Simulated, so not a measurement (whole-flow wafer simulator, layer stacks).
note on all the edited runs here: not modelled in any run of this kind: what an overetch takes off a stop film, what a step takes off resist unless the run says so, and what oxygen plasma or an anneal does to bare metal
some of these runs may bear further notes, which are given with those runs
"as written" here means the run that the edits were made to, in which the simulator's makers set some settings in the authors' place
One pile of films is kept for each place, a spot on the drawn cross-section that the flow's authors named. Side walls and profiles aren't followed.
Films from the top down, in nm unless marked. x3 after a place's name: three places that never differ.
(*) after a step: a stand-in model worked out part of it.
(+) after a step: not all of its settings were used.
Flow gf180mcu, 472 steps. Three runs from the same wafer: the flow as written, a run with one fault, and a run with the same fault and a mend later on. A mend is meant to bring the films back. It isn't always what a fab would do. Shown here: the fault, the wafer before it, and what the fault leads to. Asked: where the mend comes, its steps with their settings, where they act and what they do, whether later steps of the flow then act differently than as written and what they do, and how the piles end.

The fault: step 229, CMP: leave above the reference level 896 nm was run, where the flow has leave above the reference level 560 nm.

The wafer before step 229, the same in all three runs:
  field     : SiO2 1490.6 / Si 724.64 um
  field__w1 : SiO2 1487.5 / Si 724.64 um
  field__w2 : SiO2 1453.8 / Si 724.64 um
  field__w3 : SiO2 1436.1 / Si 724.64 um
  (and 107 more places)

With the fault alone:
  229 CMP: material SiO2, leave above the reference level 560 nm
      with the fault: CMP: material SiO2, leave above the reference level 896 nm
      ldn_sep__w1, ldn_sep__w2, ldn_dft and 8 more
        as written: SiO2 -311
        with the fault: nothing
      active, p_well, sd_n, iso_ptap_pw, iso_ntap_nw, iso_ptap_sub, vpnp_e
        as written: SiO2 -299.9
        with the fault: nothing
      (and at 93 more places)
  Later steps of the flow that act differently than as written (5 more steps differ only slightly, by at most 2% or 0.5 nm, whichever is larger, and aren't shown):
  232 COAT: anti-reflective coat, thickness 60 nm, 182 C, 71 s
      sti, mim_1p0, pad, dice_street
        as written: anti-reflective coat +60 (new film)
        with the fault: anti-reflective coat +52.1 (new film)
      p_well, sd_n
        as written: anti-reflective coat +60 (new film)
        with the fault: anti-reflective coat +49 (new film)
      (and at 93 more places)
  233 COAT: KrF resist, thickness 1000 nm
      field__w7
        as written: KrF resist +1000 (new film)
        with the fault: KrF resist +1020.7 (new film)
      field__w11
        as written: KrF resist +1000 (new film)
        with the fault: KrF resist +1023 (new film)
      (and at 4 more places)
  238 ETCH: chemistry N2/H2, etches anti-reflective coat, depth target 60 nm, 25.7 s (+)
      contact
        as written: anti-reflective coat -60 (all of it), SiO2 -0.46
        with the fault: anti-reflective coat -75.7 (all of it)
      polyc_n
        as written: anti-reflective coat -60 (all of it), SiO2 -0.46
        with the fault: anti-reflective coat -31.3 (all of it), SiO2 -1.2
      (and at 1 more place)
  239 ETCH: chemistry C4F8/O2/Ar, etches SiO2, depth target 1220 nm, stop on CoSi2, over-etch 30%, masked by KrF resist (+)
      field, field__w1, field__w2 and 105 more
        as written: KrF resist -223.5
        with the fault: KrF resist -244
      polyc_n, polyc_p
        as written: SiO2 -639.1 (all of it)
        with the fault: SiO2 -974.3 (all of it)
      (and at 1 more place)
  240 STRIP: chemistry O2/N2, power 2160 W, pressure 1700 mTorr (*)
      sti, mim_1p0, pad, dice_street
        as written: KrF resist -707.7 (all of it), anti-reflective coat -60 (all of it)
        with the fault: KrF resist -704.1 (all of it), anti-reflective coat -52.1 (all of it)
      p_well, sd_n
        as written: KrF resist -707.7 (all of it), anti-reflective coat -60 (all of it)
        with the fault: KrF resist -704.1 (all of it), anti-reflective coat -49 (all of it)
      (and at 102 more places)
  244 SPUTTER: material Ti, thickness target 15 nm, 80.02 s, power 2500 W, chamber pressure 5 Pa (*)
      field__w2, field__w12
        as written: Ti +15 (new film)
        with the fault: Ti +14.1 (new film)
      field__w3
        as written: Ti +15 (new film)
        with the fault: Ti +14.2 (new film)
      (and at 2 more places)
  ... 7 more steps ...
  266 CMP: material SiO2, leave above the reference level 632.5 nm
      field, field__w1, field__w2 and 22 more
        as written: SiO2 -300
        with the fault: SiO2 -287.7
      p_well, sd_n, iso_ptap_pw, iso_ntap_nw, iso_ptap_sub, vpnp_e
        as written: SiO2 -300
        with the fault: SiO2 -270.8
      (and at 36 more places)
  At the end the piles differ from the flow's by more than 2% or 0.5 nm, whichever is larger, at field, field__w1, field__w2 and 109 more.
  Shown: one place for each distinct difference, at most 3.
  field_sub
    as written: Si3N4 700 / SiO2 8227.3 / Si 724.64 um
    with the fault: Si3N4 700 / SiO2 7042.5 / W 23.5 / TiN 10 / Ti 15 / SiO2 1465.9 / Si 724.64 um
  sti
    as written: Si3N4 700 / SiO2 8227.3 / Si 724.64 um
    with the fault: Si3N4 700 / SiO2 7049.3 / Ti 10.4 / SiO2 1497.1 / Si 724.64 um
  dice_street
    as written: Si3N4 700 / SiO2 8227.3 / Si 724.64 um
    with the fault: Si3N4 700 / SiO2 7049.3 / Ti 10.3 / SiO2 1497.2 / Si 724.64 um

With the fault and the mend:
  The mend comes after step 229.
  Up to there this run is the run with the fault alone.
  229a CMP: material SiO2, leave above the reference level 560 nm (the flow's step 229 once more)
      field__w5, field__w9, n_well and 33 more
        SiO2 -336
      ldn_sep__w1, ldn_sep__w2, ldn_dft and 8 more
        SiO2 -311
      active, p_well, sd_n, iso_ptap_pw, iso_ntap_nw, iso_ptap_sub, vpnp_e
        SiO2 -299.9
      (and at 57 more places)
  No later step of the flow acts differently than as written at any place that is followed.
  At the end the piles are the same as the flow's at every place that both follow.
